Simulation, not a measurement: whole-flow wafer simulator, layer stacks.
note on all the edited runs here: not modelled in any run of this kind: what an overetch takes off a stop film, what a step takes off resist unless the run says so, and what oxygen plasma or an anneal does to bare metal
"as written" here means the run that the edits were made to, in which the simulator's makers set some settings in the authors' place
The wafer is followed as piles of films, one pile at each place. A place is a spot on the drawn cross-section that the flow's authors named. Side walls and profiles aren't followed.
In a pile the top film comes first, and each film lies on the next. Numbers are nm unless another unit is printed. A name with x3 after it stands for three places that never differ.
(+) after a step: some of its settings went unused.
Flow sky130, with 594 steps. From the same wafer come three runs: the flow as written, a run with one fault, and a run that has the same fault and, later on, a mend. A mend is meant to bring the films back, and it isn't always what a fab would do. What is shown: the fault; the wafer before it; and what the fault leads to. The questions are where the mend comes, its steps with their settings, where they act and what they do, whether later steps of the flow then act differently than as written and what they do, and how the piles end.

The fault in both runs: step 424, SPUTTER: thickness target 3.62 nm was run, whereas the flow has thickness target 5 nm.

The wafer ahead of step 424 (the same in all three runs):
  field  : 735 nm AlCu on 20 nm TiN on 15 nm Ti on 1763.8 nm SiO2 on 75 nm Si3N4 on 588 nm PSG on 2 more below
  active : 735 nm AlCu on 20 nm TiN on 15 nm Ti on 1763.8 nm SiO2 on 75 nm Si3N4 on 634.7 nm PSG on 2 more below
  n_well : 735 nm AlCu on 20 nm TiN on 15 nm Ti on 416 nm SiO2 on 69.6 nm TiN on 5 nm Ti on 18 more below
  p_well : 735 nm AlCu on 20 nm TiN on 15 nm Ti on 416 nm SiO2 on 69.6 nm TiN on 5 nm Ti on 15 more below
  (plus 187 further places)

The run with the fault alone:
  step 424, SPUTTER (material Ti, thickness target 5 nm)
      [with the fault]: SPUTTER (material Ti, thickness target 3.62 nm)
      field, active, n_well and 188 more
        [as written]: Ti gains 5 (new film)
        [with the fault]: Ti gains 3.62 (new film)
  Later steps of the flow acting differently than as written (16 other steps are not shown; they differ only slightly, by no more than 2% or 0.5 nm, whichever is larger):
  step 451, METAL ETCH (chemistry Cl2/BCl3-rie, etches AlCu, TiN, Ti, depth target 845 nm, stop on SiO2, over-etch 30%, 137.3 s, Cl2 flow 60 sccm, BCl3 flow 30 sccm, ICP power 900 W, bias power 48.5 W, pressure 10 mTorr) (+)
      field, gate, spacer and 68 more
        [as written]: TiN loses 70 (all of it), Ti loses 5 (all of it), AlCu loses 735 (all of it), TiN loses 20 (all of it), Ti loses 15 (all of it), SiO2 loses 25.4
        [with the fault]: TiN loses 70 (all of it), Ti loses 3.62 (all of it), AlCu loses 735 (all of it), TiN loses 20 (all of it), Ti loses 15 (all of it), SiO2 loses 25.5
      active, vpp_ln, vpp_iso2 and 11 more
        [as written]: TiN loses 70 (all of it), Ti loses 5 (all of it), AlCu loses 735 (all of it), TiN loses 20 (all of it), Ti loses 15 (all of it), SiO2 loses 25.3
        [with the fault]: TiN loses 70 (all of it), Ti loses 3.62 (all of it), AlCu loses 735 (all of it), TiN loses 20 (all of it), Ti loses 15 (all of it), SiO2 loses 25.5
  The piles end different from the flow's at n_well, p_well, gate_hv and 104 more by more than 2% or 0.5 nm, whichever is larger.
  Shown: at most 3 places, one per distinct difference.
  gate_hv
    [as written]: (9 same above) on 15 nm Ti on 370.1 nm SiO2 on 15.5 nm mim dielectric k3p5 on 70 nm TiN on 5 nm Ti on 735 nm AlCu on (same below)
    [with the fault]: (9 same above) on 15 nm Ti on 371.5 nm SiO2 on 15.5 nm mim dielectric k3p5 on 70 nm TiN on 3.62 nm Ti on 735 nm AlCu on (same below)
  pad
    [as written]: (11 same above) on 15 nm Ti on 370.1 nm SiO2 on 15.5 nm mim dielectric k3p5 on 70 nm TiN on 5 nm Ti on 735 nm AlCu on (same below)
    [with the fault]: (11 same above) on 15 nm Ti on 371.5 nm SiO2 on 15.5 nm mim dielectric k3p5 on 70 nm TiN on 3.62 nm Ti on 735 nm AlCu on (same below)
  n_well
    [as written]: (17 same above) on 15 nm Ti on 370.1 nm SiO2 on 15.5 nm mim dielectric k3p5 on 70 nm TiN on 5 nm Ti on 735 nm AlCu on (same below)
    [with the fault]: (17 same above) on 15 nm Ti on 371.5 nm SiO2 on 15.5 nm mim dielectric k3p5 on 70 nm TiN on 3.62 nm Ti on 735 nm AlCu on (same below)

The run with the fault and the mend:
  The mend stands after step 424.
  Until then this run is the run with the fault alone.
  step 424a, SPUTTER (material Ti, thickness target 1.38 nm) (a further turn of the flow's step 424, with different settings)
      field, active, n_well and 188 more
        Ti gains 1.38
  None of the later steps of the flow acts differently than as written at any place that is followed.
  By the end, the piles equal the flow's at every place that both follow.
